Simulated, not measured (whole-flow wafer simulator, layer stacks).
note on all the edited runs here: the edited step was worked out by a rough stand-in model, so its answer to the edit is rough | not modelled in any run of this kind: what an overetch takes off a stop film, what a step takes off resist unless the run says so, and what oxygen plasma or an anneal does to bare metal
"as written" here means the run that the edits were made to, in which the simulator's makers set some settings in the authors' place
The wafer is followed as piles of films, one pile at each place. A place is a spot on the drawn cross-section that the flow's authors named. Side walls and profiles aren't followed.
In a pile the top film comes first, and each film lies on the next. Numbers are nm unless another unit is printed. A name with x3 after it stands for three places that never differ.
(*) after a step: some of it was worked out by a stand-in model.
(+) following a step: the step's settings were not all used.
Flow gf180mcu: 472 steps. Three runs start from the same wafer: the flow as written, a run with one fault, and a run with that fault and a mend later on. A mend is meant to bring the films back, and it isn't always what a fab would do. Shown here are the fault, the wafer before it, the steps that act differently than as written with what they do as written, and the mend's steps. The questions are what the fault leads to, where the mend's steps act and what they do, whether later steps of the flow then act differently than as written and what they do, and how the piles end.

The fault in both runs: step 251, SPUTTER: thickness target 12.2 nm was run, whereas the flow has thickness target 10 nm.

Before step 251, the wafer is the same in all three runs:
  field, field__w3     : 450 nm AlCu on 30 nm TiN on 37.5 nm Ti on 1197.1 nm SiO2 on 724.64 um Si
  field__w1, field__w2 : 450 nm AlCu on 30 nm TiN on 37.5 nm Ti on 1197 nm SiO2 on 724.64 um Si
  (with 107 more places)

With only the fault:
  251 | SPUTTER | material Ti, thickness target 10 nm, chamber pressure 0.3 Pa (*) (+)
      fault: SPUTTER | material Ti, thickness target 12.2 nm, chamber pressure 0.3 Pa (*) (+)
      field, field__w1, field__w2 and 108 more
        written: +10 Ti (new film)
        fault: +12.2 Ti (new film)
  Steps further on in the flow that do not act as written (5 more steps, not shown, differ only slightly: by at most 2% or 0.5 nm, whichever is larger):
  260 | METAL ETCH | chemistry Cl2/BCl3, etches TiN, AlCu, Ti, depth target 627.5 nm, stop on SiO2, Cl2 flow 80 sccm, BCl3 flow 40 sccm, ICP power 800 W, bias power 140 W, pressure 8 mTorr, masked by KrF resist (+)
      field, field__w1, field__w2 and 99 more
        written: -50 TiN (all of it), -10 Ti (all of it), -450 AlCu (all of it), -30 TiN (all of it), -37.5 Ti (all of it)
        fault: -50 TiN (all of it), -12.2 Ti (all of it), -450 AlCu (all of it), -30 TiN (all of it), -37.5 Ti (all of it)
  By the end, the piles at field__w8, contact, m1 and 6 more depart from the flow's by more than 2% or 0.5 nm, whichever is larger.
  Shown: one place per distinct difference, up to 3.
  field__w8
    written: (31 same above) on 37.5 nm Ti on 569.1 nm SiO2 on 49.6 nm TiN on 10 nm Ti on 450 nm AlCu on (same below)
    fault: (31 same above) on 37.5 nm Ti on 566.9 nm SiO2 on 49.6 nm TiN on 12.2 nm Ti on 450 nm AlCu on (same below)
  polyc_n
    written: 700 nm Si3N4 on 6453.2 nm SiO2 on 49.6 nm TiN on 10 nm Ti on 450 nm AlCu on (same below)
    fault: 700 nm Si3N4 on 6451 nm SiO2 on 49.6 nm TiN on 12.2 nm Ti on 450 nm AlCu on (same below)
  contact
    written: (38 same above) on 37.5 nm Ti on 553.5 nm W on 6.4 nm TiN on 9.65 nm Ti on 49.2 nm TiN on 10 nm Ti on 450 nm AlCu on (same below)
    fault: (38 same above) on 37.5 nm Ti on 551.3 nm W on 6.41 nm TiN on 9.67 nm Ti on 49.2 nm TiN on 12.2 nm Ti on 450 nm AlCu on (same below)

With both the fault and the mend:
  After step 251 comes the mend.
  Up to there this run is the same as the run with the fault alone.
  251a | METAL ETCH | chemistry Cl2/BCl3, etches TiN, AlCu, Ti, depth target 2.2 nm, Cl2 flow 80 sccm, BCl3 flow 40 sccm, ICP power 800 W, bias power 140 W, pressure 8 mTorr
      field, field__w1, field__w2 and 108 more
        -2.2 Ti
  None of the later steps of the flow acts differently than as written at any place that is followed.
  The piles end the same as the flow's at every place that both follow.
